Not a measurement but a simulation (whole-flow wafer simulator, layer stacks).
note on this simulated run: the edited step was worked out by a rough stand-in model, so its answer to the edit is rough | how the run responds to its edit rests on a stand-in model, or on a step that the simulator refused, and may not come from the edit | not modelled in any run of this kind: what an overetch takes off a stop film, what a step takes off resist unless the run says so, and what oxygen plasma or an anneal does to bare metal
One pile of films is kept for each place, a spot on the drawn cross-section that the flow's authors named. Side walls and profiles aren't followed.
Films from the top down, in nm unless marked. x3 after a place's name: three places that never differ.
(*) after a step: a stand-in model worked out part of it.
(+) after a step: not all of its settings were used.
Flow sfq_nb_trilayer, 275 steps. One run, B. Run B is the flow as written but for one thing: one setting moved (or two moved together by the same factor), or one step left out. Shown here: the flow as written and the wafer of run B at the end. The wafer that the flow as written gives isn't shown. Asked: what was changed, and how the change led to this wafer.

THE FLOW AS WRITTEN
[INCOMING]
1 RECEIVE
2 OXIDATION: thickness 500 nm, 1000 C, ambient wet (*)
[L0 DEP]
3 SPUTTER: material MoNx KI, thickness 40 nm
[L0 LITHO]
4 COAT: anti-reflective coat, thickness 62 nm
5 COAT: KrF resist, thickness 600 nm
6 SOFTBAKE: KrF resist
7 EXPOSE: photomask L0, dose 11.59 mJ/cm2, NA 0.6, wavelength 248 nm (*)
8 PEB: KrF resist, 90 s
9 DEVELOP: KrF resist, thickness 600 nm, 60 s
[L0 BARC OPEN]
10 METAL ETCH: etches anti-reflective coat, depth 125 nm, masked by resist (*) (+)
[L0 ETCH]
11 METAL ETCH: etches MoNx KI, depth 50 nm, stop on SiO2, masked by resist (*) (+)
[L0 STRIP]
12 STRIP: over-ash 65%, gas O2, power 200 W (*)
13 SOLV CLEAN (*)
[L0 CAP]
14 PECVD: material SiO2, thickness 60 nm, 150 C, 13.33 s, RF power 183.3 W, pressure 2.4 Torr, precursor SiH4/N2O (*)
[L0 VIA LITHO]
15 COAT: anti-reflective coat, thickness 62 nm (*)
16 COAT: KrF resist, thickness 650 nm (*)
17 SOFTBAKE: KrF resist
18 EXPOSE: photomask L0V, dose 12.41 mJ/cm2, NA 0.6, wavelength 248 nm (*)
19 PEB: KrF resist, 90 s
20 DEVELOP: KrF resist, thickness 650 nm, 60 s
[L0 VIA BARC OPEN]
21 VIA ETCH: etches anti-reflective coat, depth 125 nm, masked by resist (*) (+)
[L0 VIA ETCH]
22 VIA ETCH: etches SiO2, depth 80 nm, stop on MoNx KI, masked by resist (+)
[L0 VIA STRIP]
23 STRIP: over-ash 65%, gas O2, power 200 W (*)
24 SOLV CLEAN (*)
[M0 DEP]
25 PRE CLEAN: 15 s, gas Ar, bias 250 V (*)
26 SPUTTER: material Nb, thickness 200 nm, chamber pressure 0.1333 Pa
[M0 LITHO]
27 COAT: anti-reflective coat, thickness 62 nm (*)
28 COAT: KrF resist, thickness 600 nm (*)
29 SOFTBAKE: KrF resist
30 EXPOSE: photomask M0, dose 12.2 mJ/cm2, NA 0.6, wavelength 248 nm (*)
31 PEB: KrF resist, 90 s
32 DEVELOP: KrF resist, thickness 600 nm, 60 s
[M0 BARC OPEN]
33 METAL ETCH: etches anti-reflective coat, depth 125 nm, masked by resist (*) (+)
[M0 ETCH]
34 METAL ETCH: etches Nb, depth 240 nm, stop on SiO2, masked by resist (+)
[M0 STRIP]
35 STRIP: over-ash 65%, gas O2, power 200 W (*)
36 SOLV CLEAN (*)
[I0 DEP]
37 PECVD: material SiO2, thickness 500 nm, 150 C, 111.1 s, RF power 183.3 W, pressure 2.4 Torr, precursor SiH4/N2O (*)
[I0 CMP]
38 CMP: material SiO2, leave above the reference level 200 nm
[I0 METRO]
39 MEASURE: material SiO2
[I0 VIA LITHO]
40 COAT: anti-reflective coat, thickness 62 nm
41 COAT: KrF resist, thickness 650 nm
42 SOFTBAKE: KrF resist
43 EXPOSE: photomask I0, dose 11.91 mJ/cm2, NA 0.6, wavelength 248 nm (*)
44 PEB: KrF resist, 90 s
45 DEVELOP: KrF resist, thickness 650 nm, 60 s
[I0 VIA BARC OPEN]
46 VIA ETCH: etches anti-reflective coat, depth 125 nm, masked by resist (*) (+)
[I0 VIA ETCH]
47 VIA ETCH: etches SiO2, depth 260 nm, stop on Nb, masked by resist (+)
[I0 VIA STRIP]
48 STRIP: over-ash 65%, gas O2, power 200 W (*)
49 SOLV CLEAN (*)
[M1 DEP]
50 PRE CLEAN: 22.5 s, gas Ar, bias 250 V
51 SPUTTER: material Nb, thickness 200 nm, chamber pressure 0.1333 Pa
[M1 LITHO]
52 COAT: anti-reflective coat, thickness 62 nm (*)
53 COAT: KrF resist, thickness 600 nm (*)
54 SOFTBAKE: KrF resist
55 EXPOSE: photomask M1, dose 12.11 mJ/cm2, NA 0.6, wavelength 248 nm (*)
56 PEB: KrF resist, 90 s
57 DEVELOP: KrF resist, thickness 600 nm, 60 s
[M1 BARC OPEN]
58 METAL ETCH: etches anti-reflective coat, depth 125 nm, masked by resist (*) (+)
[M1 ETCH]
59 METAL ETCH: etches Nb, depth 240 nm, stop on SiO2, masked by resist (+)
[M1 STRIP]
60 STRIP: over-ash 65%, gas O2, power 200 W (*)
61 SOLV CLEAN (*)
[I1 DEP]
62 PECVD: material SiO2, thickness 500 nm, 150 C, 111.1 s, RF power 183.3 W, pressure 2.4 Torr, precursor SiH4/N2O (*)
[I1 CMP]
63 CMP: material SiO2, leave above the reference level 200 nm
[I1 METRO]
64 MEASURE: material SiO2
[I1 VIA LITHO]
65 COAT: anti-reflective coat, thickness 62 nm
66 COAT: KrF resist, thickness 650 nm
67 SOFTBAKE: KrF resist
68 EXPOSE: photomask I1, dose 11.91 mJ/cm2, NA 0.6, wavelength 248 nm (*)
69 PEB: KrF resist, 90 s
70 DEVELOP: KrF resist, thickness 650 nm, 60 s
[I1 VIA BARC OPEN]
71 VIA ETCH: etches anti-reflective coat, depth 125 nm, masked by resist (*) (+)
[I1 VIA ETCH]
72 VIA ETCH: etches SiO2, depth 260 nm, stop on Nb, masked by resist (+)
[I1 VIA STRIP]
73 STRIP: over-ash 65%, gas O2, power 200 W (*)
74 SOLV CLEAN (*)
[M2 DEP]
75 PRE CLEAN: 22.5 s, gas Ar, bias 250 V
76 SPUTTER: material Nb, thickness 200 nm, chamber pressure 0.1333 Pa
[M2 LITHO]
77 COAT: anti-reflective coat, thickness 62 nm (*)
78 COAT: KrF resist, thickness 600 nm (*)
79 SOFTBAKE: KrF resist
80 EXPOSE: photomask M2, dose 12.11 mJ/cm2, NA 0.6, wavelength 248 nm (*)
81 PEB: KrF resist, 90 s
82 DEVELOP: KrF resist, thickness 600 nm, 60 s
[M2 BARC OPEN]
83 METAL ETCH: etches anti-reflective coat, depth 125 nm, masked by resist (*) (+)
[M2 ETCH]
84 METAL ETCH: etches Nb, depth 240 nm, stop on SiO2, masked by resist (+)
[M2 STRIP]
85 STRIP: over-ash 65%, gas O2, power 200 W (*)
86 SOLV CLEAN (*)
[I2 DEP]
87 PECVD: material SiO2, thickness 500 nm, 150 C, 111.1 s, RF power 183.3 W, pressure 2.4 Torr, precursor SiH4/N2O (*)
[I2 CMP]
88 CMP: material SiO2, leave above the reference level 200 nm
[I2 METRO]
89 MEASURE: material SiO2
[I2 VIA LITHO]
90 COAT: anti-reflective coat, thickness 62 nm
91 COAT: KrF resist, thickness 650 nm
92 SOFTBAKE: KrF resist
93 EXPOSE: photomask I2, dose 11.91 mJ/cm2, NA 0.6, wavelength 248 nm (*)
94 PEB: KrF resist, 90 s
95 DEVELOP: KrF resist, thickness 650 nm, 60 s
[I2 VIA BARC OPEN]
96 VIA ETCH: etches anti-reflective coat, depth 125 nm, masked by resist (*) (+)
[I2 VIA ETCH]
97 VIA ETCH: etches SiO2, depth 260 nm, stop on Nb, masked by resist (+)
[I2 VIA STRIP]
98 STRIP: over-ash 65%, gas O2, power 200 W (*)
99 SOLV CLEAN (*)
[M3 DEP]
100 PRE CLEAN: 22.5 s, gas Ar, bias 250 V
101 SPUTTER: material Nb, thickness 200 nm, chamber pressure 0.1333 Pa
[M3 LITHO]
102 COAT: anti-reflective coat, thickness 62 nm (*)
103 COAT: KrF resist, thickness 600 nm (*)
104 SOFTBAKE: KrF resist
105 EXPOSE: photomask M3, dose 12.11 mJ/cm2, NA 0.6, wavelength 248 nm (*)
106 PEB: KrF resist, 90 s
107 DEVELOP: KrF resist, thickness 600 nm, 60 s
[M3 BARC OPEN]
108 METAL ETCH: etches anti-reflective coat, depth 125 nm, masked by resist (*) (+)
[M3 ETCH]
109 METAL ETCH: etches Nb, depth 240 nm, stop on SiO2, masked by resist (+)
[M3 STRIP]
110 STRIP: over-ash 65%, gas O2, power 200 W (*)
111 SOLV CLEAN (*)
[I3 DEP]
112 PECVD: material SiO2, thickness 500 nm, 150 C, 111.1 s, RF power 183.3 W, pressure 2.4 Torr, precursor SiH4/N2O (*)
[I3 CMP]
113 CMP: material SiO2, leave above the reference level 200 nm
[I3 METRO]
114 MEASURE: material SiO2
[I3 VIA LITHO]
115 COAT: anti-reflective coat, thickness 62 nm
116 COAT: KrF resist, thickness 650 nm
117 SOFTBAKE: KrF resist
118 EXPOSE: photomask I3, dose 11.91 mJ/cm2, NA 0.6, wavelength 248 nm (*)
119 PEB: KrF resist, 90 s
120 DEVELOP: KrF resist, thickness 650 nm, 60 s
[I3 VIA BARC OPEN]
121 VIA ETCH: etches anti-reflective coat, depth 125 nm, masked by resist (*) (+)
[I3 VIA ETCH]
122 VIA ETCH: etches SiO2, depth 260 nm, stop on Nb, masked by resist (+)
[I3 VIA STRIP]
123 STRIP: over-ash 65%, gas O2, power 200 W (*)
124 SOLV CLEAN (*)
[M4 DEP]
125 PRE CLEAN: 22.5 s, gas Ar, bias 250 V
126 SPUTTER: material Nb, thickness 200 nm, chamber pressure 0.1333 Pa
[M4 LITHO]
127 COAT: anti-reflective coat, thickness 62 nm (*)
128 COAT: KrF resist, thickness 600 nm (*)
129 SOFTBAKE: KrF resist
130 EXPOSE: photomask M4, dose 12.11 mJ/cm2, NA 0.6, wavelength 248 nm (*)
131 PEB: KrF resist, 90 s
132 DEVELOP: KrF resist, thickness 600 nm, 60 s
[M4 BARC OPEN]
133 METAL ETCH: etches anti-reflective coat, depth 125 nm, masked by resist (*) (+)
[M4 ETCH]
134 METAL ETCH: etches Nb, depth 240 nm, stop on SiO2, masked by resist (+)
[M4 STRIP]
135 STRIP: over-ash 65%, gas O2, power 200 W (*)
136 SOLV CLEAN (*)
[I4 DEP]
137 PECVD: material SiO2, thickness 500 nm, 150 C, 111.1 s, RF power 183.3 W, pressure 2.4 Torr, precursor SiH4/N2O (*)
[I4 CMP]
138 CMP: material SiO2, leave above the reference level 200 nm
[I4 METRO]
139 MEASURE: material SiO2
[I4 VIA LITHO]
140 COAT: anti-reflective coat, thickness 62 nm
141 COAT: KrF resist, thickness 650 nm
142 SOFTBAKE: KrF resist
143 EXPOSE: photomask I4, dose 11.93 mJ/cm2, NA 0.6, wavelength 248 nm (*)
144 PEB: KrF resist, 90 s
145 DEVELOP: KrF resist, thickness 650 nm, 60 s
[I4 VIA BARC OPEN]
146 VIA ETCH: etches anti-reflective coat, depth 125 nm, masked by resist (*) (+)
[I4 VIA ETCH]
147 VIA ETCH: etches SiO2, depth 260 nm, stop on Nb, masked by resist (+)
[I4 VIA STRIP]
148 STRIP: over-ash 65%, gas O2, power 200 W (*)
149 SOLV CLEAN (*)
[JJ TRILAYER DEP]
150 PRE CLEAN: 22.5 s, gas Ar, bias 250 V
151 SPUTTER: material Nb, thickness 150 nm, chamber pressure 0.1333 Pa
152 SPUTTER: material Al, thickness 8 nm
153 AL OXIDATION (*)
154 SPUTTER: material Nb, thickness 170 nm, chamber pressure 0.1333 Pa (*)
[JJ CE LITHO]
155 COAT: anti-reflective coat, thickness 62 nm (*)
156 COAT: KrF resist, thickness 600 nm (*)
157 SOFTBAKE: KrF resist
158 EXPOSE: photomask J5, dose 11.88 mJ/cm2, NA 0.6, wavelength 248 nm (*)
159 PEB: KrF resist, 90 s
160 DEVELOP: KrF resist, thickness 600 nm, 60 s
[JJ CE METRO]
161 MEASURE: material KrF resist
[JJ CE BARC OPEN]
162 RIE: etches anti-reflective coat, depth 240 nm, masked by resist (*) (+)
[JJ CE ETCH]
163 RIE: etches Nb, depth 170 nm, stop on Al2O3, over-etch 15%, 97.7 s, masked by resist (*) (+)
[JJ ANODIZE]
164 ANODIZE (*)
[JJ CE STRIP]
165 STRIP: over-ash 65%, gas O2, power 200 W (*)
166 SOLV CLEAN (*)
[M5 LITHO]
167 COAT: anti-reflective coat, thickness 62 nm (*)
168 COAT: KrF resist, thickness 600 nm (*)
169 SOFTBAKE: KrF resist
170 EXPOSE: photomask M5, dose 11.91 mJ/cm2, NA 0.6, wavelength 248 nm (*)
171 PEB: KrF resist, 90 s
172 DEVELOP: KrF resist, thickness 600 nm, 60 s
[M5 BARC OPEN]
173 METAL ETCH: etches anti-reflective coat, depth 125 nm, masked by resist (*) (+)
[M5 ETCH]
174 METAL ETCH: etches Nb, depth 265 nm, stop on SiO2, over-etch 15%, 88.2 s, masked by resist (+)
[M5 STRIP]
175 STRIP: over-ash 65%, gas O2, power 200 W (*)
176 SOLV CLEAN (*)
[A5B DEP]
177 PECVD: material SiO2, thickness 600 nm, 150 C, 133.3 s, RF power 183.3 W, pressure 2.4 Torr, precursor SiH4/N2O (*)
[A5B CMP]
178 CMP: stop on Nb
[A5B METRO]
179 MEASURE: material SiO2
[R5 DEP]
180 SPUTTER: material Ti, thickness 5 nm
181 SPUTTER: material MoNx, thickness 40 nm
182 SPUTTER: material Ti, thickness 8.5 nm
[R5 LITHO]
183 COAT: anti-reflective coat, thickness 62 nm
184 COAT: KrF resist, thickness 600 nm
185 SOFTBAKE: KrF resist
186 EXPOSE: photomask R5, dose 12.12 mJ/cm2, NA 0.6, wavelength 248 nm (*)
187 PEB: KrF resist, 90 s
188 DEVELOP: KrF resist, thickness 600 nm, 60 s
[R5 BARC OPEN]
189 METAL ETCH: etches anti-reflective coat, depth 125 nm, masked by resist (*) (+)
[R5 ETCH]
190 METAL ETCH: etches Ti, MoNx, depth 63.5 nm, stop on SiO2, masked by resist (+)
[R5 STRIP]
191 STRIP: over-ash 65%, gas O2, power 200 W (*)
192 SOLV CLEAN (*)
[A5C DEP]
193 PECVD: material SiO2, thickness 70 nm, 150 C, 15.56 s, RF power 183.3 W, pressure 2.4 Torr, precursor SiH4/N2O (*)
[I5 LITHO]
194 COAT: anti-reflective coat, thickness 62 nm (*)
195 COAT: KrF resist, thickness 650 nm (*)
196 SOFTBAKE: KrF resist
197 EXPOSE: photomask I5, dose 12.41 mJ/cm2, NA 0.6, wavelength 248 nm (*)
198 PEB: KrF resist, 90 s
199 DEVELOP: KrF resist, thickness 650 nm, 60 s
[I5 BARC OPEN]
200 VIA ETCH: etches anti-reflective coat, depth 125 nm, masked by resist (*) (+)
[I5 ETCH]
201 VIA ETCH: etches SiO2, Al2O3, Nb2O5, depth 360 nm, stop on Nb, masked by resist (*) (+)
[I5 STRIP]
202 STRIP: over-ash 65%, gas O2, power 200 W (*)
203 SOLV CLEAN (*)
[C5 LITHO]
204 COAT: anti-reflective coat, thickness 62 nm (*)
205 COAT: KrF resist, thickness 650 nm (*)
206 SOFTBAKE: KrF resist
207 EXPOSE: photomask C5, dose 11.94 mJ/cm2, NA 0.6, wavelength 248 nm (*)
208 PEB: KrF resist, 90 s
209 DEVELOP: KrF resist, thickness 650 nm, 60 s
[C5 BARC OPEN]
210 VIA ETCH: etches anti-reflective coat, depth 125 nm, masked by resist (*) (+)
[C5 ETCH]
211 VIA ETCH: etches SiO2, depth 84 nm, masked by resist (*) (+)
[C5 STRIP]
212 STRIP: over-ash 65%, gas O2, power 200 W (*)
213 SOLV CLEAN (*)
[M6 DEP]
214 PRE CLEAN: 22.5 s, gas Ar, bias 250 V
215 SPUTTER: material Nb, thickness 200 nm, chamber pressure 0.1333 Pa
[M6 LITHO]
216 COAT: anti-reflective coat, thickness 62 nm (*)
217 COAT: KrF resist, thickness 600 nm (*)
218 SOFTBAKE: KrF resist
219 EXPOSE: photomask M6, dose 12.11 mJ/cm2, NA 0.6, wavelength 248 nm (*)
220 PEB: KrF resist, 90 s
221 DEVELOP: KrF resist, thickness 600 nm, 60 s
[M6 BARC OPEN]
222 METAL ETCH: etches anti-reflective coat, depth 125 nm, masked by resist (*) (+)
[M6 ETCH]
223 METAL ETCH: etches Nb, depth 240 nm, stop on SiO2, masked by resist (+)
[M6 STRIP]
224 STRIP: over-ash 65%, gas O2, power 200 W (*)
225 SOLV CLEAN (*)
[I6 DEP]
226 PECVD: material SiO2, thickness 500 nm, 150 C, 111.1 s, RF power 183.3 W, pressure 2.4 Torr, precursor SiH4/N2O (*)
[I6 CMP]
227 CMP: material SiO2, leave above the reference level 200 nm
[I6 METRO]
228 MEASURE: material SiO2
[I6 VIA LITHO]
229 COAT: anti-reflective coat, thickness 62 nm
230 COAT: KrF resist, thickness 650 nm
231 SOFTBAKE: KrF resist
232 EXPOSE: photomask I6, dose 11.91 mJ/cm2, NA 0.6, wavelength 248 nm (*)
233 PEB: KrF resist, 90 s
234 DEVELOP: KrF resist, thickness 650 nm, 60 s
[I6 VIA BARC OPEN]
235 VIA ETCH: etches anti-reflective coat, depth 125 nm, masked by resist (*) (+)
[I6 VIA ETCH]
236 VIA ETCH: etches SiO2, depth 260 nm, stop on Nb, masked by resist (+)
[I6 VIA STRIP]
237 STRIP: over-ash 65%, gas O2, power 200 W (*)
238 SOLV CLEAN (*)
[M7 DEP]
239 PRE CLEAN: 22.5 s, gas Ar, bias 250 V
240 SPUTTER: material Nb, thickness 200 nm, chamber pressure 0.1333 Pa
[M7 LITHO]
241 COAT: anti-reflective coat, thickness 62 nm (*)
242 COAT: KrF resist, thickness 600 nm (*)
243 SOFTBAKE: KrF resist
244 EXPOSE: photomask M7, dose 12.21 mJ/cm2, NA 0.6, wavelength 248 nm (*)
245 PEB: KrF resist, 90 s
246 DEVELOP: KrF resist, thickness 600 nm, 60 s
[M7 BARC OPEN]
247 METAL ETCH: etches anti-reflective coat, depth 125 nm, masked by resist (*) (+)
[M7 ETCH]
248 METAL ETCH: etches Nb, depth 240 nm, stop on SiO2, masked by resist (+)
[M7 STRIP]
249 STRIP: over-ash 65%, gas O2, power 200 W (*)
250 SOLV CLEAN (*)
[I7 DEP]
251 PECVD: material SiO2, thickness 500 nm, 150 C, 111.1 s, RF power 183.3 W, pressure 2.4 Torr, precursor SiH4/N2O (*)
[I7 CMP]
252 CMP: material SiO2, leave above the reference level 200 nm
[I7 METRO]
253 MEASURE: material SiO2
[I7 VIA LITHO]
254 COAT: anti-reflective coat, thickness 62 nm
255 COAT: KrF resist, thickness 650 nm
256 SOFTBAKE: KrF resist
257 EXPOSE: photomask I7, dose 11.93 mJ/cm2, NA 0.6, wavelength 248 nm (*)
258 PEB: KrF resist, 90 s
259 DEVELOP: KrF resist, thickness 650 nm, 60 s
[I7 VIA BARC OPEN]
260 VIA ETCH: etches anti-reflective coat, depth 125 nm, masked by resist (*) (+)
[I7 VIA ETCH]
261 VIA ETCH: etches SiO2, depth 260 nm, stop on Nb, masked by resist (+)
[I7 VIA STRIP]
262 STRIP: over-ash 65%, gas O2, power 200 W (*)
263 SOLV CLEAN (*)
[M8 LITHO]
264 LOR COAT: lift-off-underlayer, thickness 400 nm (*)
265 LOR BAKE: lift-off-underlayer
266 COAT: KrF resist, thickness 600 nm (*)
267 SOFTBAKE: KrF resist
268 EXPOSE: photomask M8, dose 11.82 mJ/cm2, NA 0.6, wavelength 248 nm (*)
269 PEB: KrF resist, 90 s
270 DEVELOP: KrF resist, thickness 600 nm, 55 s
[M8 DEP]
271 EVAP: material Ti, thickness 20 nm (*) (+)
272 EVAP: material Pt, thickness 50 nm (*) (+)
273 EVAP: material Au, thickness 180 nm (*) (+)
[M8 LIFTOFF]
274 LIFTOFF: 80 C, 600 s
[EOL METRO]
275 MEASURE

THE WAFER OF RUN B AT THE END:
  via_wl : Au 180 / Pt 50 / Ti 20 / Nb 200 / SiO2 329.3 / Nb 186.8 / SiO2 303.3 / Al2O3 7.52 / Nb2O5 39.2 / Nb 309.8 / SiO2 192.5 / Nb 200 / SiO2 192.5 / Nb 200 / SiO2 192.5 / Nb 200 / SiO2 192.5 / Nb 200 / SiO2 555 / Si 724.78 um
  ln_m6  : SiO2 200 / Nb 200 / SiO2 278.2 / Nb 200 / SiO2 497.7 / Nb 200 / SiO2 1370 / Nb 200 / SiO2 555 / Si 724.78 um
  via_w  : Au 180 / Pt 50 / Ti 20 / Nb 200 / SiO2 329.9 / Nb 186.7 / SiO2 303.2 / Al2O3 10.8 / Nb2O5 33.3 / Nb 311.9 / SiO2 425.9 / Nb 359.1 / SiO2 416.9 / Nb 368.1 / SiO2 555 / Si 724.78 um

The cause: step 177, PECVD: thickness 255 nm was run, where the flow has thickness 600 nm; step 177, PECVD: 56.67 s was run, where the flow has 133.3 s.

How the change led to this, step by step:
  177 PECVD: material SiO2, thickness 600 nm, 150 C, 133.3 s, RF power 183.3 W, pressure 2.4 Torr, precursor SiH4/N2O (*)
      v_sur, via_sp, via_v and 47 more: SiO2 +255 (new film) (as written it would be: SiO2 +600 (new film))
      field_l, p4_fl, p4_fm and 39 more: SiO2 +255 (as written it would be: SiO2 +600)
      (and at 14 more places)
  178 CMP: stop on Nb
      field_l, p4_fl, p4_fm and 39 more: nothing (as written it would be: SiO2 -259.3)
      r_sur, res, r_end, moat, field_r, lsp_l: nothing (as written it would be: SiO2 -252.3)
      (and at 58 more places)
  180 SPUTTER: material Ti, thickness 5 nm
      via_wl, via_wr: Ti +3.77 (new film) (as written it would be: Ti +5 (new film))
  181 SPUTTER: material MoNx, thickness 40 nm
      via_wl, via_wr: MoNx +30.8 (new film) (as written it would be: MoNx +40 (new film))
      r_sur: MoNx +36.7 (new film) (as written it would be: MoNx +40 (new film))
      (and at 1 more place)
  182 SPUTTER: material Ti, thickness 8.5 nm
      via_wl, via_wr: Ti +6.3 (new film) (as written it would be: Ti +8.5 (new film))
      r_sur: Ti +7.7 (new film) (as written it would be: Ti +8.5 (new film))
  183 COAT: anti-reflective coat, thickness 62 nm
      wl_a_m6, wl_c_sr, wl_d_sl, wl_d_m1: anti-reflective coat +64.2 (new film) (as written it would be: anti-reflective coat +62 (new film))
      be, be_sur, gap: anti-reflective coat +56.9 (new film) (as written it would be: anti-reflective coat +62 (new film))
      (and at 55 more places)
  184 COAT: KrF resist, thickness 600 nm
      ln_m5, wl_b_m5: KrF resist +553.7 (new film) (as written it would be: KrF resist +600 (new film))
      wl_jj, m5r_line_l: KrF resist +569.8 (new film) (as written it would be: KrF resist +600 (new film))
      (and at 29 more places)
  188 DEVELOP: KrF resist, thickness 600 nm, 60 s
      ln_m5, wl_b_m5: KrF resist -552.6 (all of it) (as written it would be: KrF resist -598.7 (all of it))
      wl_jj, m5r_line_l: KrF resist -568.7 (all of it) (as written it would be: KrF resist -598.7 (all of it))
      (and at 26 more places)
  189 METAL ETCH: etches anti-reflective coat, depth 125 nm, masked by resist (*) (+)
      via_wl, via_wr: anti-reflective coat -125 (as written it would be: anti-reflective coat -62 (all of it))
      be_r, r_sur, res, r_end, r5r_line_l, r5r_line_c, r5r_line_r: KrF resist -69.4 (as written it would be: KrF resist -51.7)
      (and at 56 more places)
  190 METAL ETCH: etches Ti, MoNx, depth 63.5 nm, stop on SiO2, masked by resist (+)
      via_wl: anti-reflective coat -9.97 (all of it), Ti -6.3 (all of it), MoNx -30.8 (all of it), Ti -3.77 (all of it) (as written it would be: Ti -8.5 (all of it), MoNx -40 (all of it), Ti -5 (all of it))
      via_wr: anti-reflective coat -10.5 (all of it), Ti -6.3 (all of it), MoNx -30.8 (all of it), Ti -3.77 (all of it) (as written it would be: Ti -8.5 (all of it), MoNx -40 (all of it), Ti -5 (all of it))
      (and at 1 more place)
  191 STRIP: over-ash 65%, gas O2, power 200 W (*)
      r5r_line_l, r5r_line_c, r5r_line_r: KrF resist -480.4 (all of it), anti-reflective coat -62 (all of it) (as written it would be: KrF resist -498.2 (all of it), anti-reflective coat -62 (all of it))
      be_r: KrF resist -451.5 (all of it), anti-reflective coat -51.7 (all of it) (as written it would be: KrF resist -498.2 (all of it), anti-reflective coat -62 (all of it))
      (and at 3 more places)
  193 PECVD: material SiO2, thickness 70 nm, 150 C, 15.56 s, RF power 183.3 W, pressure 2.4 Torr, precursor SiH4/N2O (*)
      via_wl, via_w, via_wr: SiO2 +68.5 (as written it would be: SiO2 +70)
  194 COAT: anti-reflective coat, thickness 62 nm (*)
      wl_c_sl, wl_c_m6, wl_d_sr: anti-reflective coat +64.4 (new film) (as written it would be: anti-reflective coat +62 (new film))
      be_sur, gap: anti-reflective coat +57.5 (new film) (as written it would be: anti-reflective coat +62.4 (new film))
      (and at 58 more places)
  195 COAT: KrF resist, thickness 650 nm (*)
      m5r_space_l, m5r_space_r: KrF resist +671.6 (new film) (as written it would be: KrF resist +650 (new film))
      m5r_linepad_l, m5r_linepad_r: KrF resist +626.3 (new film) (as written it would be: KrF resist +650 (new film))
      (and at 29 more places)
  199 DEVELOP: KrF resist, thickness 650 nm, 60 s
      be: KrF resist -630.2 (all of it) (as written it would be: KrF resist -649.8 (all of it))
  200 VIA ETCH: etches anti-reflective coat, depth 125 nm, masked by resist (*) (+)
      field_l, v_sur, via_wl and 102 more: KrF resist -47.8 (as written it would be: KrF resist -52)
      be: anti-reflective coat -57.4 (all of it), SiO2 -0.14 (as written it would be: anti-reflective coat -62.4 (all of it), SiO2 -0.16)
  ... 14 more steps ...
  227 CMP: material SiO2, leave above the reference level 200 nm
      field_l, p4_fl, p4_fm and 35 more: SiO2 -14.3 (as written it would be: SiO2 -100)
      ln_m6, wl_a_m6, wl_c_m6, wl_f_m6: SiO2 -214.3 (as written it would be: SiO2 -300)
      (and at 15 more places)
